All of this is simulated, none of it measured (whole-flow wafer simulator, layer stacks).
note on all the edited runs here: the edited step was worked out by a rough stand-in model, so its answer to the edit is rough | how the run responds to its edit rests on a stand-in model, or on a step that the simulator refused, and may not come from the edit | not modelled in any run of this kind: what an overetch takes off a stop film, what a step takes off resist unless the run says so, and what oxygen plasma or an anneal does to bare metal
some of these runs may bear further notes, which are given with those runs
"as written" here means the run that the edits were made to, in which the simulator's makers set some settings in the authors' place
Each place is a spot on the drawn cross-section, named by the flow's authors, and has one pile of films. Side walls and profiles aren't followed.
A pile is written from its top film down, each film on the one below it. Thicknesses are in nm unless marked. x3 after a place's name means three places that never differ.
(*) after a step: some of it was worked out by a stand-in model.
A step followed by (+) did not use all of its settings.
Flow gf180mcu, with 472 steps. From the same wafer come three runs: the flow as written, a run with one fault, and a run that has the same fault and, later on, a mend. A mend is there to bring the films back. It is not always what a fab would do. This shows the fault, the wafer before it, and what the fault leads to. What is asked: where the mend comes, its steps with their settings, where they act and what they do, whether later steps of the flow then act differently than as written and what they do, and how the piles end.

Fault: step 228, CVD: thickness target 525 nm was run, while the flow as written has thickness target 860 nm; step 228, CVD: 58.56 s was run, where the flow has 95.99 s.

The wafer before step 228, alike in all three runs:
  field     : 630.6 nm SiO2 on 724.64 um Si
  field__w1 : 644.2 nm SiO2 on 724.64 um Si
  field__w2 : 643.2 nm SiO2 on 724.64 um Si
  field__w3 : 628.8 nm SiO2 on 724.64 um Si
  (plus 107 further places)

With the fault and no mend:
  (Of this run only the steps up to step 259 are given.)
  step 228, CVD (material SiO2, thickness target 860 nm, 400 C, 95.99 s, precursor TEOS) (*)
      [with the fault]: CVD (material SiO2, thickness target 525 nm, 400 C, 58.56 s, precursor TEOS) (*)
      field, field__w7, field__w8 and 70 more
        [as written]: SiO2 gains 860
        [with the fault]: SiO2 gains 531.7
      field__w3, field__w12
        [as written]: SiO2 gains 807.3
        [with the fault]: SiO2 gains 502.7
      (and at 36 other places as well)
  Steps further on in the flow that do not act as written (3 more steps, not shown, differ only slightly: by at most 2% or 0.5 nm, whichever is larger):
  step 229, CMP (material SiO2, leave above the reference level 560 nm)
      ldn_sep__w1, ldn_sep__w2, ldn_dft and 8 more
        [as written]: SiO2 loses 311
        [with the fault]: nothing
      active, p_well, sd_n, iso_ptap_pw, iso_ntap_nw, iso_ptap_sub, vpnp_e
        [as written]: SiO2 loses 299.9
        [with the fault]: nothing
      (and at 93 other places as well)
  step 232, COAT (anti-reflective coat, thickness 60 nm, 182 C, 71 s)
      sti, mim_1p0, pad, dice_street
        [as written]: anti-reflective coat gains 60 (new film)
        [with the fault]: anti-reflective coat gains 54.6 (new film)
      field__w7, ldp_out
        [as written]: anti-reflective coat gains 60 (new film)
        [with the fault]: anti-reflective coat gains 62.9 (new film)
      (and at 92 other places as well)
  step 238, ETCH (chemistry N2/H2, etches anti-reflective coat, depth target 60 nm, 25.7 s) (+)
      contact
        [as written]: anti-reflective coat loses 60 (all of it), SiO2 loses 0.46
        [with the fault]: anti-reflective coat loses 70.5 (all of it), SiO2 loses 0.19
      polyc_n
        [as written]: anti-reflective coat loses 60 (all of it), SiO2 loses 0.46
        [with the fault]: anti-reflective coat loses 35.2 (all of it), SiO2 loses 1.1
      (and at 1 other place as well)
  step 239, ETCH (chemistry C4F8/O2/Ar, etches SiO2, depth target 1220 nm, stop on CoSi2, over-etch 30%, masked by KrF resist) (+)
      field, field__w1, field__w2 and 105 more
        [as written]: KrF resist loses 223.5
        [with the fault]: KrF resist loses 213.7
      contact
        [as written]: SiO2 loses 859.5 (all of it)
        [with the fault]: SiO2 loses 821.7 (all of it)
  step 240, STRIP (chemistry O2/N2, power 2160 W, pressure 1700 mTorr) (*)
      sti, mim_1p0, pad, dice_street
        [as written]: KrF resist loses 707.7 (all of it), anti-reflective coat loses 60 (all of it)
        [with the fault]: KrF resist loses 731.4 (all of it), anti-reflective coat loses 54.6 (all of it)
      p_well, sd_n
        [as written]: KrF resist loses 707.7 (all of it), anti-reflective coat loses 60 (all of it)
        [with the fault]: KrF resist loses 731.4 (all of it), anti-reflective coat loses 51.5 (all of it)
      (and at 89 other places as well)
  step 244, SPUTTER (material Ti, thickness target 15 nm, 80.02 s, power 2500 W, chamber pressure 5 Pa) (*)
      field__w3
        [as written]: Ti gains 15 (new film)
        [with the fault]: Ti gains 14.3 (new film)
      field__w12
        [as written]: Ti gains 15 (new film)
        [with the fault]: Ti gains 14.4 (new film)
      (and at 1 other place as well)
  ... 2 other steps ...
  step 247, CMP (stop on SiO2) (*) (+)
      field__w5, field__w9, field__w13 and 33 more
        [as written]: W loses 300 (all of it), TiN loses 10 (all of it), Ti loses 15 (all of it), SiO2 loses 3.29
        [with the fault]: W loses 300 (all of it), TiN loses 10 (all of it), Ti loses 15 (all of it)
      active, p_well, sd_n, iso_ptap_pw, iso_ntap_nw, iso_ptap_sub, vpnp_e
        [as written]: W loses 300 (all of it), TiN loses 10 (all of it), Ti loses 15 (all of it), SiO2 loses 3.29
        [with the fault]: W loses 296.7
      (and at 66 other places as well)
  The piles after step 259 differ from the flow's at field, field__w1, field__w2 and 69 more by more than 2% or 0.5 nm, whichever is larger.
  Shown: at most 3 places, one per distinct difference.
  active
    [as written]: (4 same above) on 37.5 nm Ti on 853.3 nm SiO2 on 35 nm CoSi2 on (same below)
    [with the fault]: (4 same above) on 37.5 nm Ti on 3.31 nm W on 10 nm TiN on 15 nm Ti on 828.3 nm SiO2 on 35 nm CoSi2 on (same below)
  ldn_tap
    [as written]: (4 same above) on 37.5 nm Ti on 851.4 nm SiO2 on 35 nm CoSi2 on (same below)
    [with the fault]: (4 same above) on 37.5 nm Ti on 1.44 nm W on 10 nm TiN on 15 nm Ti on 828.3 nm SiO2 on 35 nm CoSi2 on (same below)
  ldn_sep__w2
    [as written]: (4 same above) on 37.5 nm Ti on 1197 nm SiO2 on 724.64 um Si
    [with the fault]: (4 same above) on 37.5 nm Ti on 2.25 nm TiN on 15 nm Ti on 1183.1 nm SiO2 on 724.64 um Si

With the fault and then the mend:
  The mend follows step 228.
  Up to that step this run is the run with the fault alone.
  step 228a, CVD (material SiO2, thickness target 335 nm, 400 C, 37.39 s, precursor TEOS) (*) (the flow's step 228 again, with other settings)
      field, field__w7, field__w8 and 72 more
        SiO2 gains 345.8
      field_sub__w1, field_sub__w4, field_sub__w5
        SiO2 gains 336.8
      field__w1, contact
        SiO2 gains 339.3
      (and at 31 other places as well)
  Steps further on in the flow that do not act as written (3 more steps, not shown, differ only slightly: by at most 2% or 0.5 nm, whichever is larger):
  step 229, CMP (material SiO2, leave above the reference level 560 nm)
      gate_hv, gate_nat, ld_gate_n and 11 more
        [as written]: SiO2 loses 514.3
        [with the mend]: SiO2 loses 531.9
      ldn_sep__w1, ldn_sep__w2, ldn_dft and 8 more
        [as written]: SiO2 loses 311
        [with the mend]: SiO2 loses 328.6
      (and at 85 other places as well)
  When the end is reached, the piles differ only a little from the flow's at the places that both follow, at most by 2% or 0.5 nm, whichever is larger.
